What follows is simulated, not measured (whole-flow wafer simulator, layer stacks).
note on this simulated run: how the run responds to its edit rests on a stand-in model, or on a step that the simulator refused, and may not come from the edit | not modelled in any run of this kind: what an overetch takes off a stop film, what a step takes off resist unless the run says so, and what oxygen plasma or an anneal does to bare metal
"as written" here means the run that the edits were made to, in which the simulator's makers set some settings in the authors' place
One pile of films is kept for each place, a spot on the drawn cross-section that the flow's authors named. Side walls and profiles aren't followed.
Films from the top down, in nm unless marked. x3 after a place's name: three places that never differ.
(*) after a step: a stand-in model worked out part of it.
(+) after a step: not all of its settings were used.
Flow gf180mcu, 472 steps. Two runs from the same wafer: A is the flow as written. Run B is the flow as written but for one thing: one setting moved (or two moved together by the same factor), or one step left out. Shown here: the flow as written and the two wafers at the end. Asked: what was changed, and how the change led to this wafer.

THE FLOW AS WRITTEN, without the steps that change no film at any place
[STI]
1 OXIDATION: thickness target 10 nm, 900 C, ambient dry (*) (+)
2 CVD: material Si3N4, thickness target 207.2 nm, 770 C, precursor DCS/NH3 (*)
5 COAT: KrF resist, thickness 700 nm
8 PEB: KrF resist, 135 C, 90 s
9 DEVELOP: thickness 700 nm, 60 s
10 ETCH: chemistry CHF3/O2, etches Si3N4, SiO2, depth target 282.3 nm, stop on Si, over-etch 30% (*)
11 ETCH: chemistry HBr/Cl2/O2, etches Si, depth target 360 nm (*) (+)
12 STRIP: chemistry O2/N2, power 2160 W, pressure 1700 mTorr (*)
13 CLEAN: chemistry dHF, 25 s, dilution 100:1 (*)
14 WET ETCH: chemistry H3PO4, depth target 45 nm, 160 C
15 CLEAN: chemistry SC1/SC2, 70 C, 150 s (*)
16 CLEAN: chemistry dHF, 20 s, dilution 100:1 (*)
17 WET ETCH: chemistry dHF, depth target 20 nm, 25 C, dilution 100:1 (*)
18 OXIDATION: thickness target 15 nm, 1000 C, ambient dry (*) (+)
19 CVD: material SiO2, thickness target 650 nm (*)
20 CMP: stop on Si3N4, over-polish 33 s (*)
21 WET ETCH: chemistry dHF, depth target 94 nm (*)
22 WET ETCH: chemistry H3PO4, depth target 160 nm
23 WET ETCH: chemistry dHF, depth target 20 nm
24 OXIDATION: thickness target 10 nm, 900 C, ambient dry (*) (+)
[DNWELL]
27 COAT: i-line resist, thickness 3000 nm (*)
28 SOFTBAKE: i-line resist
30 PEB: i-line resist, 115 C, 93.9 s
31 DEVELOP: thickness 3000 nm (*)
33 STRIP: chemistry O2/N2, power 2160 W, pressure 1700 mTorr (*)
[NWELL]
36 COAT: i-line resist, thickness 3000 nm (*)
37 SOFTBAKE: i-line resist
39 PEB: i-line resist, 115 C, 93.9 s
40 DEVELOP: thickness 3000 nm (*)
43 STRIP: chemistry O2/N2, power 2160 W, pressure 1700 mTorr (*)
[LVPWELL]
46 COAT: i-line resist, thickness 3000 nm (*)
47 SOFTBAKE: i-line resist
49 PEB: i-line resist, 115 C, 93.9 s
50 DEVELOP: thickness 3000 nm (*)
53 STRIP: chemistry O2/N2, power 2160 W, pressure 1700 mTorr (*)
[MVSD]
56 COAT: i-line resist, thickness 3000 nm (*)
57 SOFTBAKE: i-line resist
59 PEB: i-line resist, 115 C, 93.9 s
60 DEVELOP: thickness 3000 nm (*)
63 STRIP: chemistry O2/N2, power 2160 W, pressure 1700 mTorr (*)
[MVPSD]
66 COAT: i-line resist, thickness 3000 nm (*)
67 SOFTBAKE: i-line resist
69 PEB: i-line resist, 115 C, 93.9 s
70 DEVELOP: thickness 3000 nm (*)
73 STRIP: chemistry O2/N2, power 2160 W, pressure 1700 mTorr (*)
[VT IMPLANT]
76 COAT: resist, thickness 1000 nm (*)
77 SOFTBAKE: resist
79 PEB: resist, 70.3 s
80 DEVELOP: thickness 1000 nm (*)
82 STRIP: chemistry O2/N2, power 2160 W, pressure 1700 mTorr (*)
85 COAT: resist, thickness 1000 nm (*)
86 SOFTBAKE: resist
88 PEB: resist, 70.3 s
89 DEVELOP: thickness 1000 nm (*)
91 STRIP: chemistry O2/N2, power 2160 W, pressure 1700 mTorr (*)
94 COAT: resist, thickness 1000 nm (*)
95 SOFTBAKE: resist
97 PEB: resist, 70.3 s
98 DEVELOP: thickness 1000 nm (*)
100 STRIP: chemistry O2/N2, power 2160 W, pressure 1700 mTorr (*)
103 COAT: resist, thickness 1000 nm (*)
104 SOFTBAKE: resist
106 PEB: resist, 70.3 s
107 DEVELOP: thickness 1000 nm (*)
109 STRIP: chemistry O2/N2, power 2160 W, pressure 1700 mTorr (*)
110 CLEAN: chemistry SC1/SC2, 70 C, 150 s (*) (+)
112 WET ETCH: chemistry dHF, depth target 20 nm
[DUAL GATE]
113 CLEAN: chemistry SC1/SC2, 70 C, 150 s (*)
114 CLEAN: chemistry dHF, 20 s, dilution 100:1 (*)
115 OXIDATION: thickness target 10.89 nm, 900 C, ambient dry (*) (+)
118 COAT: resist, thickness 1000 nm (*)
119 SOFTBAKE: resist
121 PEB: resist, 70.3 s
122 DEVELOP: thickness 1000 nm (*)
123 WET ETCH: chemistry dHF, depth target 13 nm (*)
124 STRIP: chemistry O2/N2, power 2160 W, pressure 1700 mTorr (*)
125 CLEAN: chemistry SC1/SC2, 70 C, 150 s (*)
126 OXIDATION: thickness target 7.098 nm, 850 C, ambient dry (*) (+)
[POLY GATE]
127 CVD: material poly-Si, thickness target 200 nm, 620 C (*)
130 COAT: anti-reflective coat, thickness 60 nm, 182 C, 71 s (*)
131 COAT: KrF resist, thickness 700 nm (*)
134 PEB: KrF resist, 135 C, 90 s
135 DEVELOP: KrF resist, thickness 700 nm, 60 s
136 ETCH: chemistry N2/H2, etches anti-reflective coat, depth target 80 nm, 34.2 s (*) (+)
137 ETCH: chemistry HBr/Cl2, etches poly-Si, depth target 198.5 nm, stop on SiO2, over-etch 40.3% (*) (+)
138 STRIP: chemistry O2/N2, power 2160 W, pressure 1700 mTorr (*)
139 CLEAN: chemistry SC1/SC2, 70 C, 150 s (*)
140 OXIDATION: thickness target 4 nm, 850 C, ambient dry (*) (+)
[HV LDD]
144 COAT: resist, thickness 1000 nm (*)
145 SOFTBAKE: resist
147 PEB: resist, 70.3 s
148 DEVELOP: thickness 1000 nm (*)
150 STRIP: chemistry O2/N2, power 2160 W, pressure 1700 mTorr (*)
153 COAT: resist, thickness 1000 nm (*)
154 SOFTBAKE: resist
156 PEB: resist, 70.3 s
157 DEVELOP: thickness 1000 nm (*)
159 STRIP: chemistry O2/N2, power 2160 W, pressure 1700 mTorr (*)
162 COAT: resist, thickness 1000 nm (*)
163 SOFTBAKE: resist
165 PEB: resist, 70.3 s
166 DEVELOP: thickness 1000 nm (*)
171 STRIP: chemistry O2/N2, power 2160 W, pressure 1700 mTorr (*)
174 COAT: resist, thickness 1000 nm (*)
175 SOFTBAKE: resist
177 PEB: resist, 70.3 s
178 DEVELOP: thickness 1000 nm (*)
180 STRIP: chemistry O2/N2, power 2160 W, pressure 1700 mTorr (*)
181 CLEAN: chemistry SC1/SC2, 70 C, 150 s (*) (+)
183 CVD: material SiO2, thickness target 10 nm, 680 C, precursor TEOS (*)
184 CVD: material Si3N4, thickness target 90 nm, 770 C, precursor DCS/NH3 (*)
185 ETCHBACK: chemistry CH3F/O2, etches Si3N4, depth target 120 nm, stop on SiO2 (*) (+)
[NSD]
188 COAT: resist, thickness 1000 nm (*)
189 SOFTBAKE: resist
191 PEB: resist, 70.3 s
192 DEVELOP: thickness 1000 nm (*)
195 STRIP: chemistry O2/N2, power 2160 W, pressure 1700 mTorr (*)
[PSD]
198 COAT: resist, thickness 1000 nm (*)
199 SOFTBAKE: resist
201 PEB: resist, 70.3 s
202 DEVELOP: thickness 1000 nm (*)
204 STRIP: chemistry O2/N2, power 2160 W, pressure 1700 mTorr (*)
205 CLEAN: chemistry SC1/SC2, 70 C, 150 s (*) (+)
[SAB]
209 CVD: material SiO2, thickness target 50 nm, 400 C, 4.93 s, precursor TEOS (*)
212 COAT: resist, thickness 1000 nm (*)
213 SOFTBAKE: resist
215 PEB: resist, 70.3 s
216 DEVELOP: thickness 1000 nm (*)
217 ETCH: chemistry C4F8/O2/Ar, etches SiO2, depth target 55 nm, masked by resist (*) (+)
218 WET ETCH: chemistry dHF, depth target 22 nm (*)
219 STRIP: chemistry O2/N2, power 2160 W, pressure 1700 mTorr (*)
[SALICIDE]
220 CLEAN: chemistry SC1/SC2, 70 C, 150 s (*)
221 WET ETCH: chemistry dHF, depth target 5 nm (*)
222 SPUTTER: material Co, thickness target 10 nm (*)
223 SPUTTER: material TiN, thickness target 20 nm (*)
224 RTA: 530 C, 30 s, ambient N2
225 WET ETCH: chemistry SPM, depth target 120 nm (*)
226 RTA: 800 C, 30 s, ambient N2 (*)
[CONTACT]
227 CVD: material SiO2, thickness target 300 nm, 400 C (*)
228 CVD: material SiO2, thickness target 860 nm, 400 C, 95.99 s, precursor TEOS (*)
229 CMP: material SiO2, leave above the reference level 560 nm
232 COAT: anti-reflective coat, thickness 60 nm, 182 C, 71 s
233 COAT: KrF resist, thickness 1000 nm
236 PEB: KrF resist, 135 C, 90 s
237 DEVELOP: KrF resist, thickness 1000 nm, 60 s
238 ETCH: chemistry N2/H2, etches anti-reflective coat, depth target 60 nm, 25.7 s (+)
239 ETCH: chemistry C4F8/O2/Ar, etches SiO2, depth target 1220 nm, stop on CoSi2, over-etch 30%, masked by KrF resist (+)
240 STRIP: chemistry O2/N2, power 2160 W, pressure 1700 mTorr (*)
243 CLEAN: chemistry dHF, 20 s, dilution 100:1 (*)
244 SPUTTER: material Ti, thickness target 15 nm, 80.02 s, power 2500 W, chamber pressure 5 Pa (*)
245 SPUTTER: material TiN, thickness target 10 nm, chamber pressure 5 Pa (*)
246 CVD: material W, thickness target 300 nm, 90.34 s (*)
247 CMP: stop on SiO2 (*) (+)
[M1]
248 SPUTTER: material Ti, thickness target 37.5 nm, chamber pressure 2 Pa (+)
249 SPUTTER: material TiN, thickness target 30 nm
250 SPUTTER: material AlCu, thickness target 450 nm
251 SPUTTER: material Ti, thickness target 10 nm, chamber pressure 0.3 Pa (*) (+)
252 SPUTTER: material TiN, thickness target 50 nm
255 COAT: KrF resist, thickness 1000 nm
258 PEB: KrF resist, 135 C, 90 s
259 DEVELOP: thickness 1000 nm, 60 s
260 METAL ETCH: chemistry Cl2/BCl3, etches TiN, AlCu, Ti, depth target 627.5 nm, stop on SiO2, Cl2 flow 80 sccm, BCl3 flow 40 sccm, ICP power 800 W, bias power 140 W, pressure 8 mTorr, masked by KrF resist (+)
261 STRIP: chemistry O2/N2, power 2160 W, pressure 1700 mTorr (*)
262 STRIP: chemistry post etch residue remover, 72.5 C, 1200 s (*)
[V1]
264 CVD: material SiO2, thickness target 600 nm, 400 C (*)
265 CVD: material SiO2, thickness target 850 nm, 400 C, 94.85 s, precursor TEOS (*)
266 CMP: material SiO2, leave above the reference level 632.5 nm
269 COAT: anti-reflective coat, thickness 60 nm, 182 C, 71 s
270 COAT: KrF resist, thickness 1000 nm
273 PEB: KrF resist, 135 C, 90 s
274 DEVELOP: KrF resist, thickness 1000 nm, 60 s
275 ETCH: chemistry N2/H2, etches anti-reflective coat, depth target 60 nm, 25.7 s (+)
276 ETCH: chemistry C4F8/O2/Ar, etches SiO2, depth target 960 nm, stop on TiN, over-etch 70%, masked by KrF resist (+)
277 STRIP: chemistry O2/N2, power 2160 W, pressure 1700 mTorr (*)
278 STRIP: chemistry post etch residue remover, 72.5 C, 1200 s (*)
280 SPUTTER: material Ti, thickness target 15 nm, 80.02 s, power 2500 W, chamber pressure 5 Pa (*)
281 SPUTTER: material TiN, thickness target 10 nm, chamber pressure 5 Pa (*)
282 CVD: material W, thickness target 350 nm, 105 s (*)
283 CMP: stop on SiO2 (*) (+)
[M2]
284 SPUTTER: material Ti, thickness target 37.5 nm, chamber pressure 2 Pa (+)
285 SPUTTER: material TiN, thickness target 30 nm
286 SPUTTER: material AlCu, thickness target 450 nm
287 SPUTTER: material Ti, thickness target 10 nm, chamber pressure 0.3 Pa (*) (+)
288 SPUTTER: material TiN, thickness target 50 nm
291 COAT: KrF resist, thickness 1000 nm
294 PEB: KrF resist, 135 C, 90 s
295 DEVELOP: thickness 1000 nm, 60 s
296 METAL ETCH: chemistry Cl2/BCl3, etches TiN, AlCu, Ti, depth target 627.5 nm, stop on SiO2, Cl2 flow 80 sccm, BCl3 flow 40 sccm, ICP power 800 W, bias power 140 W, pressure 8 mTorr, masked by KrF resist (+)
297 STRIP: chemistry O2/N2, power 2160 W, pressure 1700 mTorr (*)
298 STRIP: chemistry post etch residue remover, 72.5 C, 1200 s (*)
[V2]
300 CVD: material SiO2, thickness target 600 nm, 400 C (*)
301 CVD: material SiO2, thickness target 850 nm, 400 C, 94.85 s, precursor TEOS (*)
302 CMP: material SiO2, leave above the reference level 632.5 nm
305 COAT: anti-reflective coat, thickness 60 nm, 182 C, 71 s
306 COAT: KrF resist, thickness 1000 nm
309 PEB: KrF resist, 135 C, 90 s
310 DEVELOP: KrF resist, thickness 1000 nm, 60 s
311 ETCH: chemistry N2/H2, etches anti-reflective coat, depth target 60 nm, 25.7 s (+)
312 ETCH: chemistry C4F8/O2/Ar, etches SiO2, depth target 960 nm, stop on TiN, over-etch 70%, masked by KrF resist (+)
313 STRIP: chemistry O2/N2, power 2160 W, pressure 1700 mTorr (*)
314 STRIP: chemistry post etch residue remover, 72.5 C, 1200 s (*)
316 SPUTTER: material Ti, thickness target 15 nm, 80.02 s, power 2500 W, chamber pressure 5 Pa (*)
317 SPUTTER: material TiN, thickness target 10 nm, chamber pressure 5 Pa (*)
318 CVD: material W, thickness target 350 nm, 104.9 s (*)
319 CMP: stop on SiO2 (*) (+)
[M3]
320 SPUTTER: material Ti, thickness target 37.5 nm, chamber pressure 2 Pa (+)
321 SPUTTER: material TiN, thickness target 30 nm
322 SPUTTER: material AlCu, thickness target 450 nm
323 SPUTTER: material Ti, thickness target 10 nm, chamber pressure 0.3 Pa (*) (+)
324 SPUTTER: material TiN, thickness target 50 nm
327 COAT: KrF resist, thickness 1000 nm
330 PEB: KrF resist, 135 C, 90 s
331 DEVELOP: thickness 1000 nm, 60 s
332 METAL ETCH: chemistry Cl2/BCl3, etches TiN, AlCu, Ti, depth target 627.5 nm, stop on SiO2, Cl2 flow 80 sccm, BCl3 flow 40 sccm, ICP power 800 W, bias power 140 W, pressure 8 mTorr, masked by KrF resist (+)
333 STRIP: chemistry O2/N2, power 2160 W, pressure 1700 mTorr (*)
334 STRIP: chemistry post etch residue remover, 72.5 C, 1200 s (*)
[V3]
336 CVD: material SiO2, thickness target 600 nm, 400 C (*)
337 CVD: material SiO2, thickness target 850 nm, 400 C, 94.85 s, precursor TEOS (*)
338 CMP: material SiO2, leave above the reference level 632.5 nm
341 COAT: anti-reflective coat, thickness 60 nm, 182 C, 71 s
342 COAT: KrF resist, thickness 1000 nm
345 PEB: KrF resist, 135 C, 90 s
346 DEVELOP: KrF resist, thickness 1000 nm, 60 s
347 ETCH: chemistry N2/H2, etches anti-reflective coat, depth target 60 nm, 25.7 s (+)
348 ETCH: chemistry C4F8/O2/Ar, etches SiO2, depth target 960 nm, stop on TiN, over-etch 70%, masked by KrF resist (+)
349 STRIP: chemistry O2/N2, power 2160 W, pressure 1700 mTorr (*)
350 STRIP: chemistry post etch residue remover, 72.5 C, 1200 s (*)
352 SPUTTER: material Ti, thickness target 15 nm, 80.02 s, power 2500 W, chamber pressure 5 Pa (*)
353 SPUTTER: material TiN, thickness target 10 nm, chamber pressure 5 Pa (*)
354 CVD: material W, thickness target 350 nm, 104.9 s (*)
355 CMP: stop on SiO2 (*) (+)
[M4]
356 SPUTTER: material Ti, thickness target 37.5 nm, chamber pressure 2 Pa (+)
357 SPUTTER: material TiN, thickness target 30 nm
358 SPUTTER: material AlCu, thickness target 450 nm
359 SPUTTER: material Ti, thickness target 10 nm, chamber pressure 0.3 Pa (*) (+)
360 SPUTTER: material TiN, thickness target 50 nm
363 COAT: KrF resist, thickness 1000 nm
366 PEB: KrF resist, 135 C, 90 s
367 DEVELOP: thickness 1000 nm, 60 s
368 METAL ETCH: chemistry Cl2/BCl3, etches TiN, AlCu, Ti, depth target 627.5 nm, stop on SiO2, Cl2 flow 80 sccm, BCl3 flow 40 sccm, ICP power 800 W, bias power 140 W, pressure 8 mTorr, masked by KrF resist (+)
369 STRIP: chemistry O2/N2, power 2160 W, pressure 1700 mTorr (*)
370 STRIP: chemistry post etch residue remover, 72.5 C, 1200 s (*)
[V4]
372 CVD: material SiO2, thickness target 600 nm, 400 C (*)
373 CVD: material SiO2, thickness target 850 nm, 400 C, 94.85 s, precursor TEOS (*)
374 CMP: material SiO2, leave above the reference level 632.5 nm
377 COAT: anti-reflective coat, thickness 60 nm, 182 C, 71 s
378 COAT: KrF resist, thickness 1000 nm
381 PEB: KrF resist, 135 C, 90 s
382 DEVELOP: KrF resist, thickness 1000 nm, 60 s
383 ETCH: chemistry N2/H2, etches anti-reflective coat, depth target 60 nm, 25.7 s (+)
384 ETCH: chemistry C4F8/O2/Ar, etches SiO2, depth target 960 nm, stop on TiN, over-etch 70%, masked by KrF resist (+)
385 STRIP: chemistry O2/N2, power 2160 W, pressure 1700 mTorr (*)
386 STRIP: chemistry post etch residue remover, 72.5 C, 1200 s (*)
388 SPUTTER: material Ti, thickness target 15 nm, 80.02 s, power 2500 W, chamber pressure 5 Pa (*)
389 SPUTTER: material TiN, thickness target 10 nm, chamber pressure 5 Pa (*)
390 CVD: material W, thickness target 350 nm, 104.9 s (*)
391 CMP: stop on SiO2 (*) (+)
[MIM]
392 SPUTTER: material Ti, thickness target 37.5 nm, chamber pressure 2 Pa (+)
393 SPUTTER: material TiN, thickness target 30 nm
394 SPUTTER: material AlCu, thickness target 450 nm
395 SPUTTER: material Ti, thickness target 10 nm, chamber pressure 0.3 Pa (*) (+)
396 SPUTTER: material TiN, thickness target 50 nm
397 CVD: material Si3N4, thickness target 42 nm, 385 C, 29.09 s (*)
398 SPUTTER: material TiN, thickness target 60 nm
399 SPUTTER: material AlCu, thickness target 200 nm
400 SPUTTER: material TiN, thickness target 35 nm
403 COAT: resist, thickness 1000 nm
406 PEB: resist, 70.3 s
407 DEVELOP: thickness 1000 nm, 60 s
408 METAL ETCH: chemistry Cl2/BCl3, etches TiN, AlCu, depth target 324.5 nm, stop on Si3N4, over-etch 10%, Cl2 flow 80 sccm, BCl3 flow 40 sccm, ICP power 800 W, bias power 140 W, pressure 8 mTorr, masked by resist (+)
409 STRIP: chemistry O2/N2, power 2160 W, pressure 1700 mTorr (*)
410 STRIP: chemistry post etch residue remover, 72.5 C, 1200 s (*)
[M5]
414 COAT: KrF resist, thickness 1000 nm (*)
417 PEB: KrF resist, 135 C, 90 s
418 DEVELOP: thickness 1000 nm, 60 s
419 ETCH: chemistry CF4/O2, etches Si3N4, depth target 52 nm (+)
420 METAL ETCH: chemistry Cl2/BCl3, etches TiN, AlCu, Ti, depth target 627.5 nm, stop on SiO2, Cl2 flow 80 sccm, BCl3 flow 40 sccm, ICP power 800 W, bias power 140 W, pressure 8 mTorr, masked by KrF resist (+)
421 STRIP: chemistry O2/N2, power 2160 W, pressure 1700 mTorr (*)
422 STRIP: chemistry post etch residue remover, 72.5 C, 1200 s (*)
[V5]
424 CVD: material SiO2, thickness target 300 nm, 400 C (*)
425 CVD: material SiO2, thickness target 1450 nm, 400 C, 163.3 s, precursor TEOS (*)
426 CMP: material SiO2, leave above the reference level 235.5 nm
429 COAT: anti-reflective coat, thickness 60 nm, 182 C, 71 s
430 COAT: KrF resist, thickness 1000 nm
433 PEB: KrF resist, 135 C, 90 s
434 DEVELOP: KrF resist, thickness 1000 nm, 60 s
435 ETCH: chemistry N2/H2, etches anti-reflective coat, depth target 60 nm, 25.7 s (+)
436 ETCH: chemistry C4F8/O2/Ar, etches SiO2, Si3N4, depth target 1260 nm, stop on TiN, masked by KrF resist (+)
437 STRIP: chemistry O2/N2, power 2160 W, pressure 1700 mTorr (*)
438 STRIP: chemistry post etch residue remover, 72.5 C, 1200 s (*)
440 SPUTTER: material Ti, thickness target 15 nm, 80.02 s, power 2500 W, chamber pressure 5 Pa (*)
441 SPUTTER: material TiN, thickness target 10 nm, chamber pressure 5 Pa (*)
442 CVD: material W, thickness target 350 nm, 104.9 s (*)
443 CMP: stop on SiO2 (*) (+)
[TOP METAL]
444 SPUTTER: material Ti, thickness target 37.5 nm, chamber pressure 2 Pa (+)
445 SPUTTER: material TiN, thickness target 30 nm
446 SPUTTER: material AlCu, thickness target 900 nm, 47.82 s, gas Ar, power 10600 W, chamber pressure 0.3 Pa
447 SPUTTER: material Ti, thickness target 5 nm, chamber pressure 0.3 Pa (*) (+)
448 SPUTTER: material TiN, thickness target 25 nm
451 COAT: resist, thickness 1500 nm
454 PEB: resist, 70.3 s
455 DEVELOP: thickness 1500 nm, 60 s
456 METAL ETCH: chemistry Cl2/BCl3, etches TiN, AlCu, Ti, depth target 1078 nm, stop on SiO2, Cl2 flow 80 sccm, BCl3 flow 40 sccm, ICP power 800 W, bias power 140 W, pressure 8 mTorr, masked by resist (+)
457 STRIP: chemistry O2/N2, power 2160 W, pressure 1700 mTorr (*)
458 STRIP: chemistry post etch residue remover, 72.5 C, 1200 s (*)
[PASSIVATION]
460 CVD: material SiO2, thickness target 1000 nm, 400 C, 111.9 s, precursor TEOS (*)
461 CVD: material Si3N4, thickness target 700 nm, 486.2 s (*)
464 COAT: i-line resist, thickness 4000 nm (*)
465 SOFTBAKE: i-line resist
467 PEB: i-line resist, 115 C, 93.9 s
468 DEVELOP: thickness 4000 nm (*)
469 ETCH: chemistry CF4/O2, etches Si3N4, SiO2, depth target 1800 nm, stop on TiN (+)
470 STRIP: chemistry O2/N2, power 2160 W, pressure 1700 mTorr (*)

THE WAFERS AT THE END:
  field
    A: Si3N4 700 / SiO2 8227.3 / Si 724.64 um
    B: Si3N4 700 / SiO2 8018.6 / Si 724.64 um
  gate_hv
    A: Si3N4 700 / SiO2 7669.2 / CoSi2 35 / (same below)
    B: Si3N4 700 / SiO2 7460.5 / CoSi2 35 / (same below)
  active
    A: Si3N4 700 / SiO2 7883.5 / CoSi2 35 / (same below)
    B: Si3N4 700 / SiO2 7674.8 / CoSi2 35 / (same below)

The cause: step 338, CMP: leave above the reference level 423.8 nm was run, where the flow has leave above the reference level 632.5 nm.

How the change led to this, step by step:
  338 CMP: material SiO2, leave above the reference level 632.5 nm
      field, field__w1, field__w2 and 103 more: A SiO2 -300 | B SiO2 -508.7
      field__w8, contact, m1, m1__w1, m1_nw: A SiO2 -877.1 | B SiO2 -1085.8
  348 ETCH: chemistry C4F8/O2/Ar, etches SiO2, depth target 960 nm, stop on TiN, over-etch 70%, masked by KrF resist (+)
      field, field__w1, field__w2 and 107 more: A KrF resist -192 | B KrF resist -123.7
      contact: A SiO2 -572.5 (all of it) | B SiO2 -363.8 (all of it)
  349 STRIP: chemistry O2/N2, power 2160 W, pressure 1700 mTorr (*)
      field, field__w1, field__w2 and 107 more: A KrF resist -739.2 (all of it), anti-reflective coat -60 (all of it) | B KrF resist -807.5 (all of it), anti-reflective coat -60 (all of it)
  352 SPUTTER: material Ti, thickness target 15 nm, 80.02 s, power 2500 W, chamber pressure 5 Pa (*)
      contact: A Ti +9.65 (new film) | B Ti +10.9 (new film)
  353 SPUTTER: material TiN, thickness target 10 nm, chamber pressure 5 Pa (*)
      contact: A TiN +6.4 (new film) | B TiN +7.27 (new film)
  354 CVD: material W, thickness target 350 nm, 104.9 s (*)
      contact: A W +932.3 (new film) | B W +721.4 (new film)
